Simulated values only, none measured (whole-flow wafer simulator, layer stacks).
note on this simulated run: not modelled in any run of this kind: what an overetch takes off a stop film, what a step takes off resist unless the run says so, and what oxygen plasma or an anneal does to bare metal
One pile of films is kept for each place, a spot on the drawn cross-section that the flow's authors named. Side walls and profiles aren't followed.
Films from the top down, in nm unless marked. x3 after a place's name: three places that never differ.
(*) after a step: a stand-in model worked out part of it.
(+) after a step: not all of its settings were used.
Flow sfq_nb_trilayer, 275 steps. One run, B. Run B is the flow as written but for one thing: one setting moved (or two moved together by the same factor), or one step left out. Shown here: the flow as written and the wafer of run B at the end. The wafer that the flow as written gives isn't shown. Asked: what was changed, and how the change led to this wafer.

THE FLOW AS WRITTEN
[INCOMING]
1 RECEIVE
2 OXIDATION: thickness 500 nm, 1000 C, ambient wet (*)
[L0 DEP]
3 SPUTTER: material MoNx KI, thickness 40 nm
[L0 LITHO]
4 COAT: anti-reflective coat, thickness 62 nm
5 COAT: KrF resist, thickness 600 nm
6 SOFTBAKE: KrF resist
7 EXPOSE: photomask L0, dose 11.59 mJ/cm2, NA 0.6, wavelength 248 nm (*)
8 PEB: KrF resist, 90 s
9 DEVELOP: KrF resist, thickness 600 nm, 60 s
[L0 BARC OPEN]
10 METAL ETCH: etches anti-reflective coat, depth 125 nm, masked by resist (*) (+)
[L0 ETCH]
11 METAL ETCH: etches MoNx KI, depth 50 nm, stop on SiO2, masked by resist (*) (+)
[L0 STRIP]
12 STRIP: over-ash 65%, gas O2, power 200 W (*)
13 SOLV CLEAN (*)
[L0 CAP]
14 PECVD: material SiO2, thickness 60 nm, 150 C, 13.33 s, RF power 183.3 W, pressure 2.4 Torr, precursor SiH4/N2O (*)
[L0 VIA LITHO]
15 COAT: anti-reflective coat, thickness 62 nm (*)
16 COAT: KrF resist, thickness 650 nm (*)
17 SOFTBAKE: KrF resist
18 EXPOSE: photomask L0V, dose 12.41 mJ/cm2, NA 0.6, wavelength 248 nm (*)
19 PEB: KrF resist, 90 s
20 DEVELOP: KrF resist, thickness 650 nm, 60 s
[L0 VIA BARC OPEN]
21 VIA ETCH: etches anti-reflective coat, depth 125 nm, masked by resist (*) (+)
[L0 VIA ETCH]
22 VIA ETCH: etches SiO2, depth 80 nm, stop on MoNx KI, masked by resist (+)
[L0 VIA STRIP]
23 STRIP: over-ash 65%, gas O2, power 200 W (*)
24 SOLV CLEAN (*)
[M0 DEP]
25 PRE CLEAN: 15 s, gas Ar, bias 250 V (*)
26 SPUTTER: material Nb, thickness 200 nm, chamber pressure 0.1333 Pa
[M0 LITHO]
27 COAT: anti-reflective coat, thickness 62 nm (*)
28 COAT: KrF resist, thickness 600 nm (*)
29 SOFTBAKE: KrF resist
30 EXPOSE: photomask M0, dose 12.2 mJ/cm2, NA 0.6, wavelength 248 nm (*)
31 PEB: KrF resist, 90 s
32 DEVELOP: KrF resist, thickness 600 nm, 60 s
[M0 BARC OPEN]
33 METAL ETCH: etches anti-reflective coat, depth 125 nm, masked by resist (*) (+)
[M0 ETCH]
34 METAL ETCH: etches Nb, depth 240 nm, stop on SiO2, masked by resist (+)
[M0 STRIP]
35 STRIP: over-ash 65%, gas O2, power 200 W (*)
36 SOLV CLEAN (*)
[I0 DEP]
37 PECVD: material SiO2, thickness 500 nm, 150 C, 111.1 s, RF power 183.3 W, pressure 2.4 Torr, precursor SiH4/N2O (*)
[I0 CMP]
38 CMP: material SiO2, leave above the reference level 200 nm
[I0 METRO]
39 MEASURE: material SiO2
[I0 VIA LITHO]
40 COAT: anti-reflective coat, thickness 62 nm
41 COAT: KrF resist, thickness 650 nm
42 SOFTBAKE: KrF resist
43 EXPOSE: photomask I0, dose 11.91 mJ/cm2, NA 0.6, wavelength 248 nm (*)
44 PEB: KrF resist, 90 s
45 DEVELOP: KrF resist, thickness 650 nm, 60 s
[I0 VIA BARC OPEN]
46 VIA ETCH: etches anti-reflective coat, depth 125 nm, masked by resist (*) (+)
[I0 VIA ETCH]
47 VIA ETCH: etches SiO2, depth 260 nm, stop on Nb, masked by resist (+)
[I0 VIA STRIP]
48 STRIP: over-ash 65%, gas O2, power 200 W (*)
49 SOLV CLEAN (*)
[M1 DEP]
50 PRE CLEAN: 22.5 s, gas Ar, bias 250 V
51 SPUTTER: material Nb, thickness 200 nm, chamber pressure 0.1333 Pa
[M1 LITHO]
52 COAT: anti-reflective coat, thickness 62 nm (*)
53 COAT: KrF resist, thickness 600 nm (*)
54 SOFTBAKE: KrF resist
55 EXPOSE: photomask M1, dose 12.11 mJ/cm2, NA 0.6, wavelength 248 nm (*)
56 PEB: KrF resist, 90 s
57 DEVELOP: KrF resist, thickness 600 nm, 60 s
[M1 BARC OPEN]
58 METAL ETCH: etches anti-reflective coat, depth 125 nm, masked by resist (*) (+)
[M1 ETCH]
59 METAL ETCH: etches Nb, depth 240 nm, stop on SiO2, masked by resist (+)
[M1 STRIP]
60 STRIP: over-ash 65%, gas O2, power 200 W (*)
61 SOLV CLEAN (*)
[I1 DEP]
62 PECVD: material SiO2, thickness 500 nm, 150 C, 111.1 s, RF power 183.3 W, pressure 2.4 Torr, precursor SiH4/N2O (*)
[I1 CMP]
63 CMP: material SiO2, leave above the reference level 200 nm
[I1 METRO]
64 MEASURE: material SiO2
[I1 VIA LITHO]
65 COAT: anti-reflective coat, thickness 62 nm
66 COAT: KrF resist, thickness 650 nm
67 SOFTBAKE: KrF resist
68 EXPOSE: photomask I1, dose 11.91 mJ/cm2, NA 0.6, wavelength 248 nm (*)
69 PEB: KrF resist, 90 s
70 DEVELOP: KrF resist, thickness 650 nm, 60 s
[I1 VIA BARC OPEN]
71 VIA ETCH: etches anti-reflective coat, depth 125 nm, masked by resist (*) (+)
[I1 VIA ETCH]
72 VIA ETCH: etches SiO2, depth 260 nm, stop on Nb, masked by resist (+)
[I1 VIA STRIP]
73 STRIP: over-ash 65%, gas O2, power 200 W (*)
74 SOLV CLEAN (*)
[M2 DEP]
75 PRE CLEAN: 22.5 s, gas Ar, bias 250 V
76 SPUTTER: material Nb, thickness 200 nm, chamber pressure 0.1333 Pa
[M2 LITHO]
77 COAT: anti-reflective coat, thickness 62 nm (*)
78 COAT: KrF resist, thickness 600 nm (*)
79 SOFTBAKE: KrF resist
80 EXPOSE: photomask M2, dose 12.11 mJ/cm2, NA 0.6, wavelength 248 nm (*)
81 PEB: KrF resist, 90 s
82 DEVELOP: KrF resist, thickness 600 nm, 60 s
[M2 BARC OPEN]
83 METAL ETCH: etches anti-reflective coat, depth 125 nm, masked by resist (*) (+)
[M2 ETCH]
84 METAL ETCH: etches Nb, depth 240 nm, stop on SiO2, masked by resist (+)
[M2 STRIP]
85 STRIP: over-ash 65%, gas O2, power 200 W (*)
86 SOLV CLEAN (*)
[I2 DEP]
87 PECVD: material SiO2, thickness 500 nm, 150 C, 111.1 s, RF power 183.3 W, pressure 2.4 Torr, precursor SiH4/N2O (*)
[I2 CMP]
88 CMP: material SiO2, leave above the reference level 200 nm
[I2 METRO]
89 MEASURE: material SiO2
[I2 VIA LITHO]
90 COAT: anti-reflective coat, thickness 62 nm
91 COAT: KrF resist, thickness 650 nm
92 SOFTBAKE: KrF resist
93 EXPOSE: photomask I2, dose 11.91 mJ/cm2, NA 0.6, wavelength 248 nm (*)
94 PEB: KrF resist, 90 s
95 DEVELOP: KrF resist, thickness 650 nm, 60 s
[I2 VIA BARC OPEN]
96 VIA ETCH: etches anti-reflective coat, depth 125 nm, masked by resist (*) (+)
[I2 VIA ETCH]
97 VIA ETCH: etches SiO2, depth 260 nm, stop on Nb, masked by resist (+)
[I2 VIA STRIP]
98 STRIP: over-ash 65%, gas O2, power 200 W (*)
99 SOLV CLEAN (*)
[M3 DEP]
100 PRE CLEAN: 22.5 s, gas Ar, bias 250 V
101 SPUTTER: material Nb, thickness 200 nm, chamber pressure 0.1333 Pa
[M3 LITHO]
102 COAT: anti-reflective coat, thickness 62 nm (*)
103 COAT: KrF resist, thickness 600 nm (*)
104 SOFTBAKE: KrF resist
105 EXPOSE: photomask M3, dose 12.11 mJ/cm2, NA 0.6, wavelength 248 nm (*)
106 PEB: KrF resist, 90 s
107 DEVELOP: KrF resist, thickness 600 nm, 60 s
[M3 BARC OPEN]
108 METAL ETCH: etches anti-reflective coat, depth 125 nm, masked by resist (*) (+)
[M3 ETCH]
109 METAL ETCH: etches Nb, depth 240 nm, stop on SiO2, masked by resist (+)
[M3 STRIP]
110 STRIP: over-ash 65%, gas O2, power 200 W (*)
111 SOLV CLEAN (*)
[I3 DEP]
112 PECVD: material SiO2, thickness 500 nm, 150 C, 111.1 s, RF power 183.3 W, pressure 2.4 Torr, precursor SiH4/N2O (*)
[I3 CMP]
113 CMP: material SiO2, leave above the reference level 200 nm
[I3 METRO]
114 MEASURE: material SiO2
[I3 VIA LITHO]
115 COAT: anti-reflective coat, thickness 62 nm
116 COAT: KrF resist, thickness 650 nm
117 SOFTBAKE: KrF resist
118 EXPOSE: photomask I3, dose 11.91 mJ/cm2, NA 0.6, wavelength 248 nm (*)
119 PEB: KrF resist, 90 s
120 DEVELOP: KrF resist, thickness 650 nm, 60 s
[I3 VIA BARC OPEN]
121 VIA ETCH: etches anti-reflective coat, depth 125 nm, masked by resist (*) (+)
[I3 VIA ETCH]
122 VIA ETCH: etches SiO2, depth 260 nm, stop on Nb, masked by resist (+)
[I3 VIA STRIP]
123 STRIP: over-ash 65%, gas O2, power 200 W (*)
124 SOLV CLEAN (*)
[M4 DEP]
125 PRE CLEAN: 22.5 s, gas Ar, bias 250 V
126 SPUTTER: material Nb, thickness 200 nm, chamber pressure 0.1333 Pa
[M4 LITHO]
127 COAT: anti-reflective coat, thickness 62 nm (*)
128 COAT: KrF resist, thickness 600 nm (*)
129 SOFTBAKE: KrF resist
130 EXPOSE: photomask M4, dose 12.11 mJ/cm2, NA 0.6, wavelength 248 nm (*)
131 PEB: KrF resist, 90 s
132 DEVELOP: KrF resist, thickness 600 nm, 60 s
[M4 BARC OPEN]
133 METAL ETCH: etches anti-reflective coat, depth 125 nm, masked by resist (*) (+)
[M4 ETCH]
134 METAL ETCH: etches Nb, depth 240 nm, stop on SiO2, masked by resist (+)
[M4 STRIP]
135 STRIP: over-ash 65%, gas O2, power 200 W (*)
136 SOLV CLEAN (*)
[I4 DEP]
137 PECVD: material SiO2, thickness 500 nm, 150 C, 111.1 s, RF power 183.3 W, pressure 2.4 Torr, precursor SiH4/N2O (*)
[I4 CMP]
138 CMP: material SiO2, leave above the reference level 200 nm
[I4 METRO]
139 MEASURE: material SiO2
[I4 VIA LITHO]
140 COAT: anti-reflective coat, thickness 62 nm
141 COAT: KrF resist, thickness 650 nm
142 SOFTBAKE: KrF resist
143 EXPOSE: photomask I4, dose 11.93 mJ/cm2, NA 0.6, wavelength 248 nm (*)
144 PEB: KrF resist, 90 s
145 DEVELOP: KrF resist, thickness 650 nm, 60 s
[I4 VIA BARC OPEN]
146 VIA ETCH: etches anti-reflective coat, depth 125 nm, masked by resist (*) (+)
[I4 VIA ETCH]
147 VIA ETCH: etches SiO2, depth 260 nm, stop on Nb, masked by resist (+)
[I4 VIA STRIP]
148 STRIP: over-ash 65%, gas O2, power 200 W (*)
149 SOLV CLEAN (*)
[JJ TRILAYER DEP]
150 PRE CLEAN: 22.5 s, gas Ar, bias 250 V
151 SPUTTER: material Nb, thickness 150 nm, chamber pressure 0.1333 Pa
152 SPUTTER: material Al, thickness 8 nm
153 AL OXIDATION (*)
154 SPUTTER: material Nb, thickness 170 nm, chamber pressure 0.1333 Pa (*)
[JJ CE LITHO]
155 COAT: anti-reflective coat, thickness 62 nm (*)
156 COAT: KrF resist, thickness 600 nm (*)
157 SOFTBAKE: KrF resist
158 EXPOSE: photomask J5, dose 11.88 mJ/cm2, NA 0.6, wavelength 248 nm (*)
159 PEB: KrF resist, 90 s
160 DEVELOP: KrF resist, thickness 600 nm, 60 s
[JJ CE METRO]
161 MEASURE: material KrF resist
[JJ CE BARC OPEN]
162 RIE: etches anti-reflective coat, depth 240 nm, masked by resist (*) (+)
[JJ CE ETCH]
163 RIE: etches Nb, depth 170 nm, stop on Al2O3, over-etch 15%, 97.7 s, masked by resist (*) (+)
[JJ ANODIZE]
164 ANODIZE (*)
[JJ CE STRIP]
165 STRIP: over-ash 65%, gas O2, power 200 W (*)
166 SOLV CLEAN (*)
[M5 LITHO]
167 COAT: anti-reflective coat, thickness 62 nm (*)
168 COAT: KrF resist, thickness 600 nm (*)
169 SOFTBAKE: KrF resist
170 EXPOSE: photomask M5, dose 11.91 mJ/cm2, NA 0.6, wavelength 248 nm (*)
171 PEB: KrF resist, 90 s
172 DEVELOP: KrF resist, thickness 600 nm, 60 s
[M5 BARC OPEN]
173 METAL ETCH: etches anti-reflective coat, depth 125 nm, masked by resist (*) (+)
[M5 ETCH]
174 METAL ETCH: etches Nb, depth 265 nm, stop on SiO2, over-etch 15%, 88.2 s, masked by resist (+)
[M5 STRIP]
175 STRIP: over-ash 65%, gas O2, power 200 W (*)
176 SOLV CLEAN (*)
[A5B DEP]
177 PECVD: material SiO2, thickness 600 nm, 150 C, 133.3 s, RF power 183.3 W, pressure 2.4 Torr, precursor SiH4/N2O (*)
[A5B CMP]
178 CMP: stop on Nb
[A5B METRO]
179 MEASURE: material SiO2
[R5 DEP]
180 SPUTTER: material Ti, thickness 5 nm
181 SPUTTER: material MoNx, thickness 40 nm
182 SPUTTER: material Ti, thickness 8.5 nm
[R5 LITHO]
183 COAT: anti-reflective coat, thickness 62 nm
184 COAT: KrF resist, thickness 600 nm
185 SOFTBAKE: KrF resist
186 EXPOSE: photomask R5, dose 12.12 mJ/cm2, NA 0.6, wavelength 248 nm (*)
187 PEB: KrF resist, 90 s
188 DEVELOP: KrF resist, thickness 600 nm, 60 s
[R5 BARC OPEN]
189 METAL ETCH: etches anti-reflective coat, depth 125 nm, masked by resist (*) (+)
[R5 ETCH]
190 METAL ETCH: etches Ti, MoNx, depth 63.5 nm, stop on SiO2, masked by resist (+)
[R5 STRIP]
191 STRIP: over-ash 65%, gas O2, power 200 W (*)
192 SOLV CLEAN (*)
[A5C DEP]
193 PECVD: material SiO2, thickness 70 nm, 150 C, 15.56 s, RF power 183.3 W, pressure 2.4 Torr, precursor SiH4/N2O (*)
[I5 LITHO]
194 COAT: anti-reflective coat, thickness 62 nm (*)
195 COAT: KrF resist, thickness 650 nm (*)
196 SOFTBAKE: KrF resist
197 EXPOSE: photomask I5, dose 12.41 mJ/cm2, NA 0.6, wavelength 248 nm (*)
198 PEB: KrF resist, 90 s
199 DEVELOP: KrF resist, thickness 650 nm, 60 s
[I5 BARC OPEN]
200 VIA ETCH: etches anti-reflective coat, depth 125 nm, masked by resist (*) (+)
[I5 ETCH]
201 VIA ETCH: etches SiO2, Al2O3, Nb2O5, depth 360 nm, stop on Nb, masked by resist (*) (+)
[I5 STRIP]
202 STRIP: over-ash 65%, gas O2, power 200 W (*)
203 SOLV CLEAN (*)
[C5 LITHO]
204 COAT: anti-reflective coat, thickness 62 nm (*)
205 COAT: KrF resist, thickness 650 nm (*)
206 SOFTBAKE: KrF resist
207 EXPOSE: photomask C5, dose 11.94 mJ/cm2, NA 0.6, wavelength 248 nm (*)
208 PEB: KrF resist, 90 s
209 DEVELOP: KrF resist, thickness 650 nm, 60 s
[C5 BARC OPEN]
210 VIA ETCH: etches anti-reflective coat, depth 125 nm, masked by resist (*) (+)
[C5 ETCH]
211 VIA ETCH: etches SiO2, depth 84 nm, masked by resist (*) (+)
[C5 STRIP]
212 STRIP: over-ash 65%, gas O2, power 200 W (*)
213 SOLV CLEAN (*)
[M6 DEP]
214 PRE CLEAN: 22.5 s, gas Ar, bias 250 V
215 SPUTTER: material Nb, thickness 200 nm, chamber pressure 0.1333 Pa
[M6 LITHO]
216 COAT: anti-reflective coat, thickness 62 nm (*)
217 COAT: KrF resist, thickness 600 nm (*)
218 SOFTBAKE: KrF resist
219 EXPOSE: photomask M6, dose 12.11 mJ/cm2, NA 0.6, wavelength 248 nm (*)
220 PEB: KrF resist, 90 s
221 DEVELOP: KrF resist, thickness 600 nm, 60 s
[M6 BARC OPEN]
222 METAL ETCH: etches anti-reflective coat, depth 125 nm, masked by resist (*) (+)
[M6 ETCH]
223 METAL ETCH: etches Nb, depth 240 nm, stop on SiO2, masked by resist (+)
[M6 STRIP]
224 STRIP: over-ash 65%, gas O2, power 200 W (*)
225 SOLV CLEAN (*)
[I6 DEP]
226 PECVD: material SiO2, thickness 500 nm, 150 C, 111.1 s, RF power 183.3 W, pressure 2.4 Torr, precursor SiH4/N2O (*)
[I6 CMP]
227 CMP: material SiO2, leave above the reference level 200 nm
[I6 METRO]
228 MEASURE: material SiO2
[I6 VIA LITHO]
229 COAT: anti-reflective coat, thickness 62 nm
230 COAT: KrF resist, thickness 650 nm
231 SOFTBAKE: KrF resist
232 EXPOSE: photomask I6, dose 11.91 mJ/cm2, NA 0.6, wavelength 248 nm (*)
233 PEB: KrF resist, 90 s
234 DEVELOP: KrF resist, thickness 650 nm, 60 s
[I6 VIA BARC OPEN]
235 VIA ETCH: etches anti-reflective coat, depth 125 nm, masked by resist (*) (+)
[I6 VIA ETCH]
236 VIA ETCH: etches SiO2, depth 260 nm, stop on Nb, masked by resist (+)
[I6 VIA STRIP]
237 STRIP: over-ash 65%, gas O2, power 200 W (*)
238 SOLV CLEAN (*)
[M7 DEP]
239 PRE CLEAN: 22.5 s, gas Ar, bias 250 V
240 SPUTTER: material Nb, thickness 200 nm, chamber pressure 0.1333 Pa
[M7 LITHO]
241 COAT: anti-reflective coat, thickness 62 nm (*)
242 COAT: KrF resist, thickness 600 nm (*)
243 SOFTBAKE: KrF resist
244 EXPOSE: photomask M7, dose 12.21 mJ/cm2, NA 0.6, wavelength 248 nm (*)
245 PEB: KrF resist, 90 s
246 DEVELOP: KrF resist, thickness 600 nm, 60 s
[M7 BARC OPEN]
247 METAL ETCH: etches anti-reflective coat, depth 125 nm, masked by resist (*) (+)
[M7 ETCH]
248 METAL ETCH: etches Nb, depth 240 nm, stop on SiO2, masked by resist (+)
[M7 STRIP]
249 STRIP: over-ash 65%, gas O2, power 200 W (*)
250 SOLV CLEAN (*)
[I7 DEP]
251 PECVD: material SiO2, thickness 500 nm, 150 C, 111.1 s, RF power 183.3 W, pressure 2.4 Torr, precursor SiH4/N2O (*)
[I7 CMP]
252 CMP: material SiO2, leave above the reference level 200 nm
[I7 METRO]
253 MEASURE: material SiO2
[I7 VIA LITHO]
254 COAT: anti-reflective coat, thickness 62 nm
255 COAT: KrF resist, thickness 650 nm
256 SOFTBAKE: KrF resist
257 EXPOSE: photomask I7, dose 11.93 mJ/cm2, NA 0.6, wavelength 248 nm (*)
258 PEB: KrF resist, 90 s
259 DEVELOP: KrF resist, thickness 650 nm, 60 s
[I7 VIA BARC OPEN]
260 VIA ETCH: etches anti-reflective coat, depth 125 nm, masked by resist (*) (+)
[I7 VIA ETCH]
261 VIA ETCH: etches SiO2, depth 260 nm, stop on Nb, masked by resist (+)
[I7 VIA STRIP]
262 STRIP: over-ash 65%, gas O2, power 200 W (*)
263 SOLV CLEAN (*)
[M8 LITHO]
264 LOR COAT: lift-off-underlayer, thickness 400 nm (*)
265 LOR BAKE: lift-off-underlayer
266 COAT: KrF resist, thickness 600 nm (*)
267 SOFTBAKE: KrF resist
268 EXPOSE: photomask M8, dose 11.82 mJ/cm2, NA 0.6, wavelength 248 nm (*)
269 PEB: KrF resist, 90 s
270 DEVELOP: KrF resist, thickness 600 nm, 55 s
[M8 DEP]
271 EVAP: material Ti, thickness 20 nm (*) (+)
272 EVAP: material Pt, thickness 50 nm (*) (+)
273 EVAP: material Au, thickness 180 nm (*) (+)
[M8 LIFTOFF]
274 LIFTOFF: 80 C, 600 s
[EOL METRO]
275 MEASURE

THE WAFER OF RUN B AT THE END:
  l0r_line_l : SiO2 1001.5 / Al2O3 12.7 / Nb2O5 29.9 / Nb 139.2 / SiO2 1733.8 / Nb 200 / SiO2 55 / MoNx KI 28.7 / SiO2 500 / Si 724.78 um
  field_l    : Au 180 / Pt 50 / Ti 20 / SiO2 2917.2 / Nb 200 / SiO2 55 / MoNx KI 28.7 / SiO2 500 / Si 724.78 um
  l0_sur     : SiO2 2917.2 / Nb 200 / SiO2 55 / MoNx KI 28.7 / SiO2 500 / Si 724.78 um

The cause: step 3, SPUTTER: thickness 28.7 nm was run, where the flow has thickness 40 nm.
It can be read off the wafer: l0r_line_l has MoNx KI 28.7, and step 3 as written asks for 40 nm.

How the change led to this, step by step:
  3 SPUTTER: material MoNx KI, thickness 40 nm
      field_l, v_sur, via_wl and 103 more: MoNx KI +28.7 (new film) (as written it would be: MoNx KI +40 (new film))
  11 METAL ETCH: etches MoNx KI, depth 50 nm, stop on SiO2, masked by resist (*) (+)
      v_sur, via_wl, via_w and 97 more: MoNx KI -28.7 (all of it) (as written it would be: MoNx KI -40 (all of it))
      field_l, l0_sur, l0v, l0r_line_l, l0r_line_c, l0r_line_r: KrF resist -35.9 (as written it would be: KrF resist -41.7)
  15 COAT: anti-reflective coat, thickness 62 nm (*)
      field_l: anti-reflective coat +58 (new film) (as written it would be: anti-reflective coat +56.7 (new film))
      v_sur: anti-reflective coat +69.4 (new film) (as written it would be: anti-reflective coat +72.2 (new film))
      (and at 3 more places)
  23 STRIP: over-ash 65%, gas O2, power 200 W (*)
      field_l: KrF resist -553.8 (all of it), anti-reflective coat -58 (all of it) (as written it would be: KrF resist -551.4 (all of it), anti-reflective coat -56.7 (all of it))
      v_sur: KrF resist -567.2 (all of it), anti-reflective coat -69.4 (all of it) (as written it would be: KrF resist -570.5 (all of it), anti-reflective coat -72.2 (all of it))
      (and at 3 more places)
  27 COAT: anti-reflective coat, thickness 62 nm (*)
      field_l: anti-reflective coat +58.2 (new film) (as written it would be: anti-reflective coat +56.9 (new film))
      v_sur: anti-reflective coat +69.5 (new film) (as written it would be: anti-reflective coat +72.3 (new film))
      (and at 3 more places)
  35 STRIP: over-ash 65%, gas O2, power 200 W (*)
      field_l: KrF resist -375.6 (all of it), anti-reflective coat -58.2 (all of it) (as written it would be: KrF resist -372.9 (all of it), anti-reflective coat -56.9 (all of it))
      v_sur: KrF resist -388.8 (all of it), anti-reflective coat -69.5 (all of it) (as written it would be: KrF resist -391.6 (all of it), anti-reflective coat -72.3 (all of it))
      (and at 3 more places)
  38 CMP: material SiO2, leave above the reference level 200 nm
      field_l, l0_sur, l0r_line_l, l0r_line_c, l0r_line_r: SiO2 -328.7 (as written it would be: SiO2 -340)
      l0v: SiO2 -266.5 (as written it would be: SiO2 -277.8)
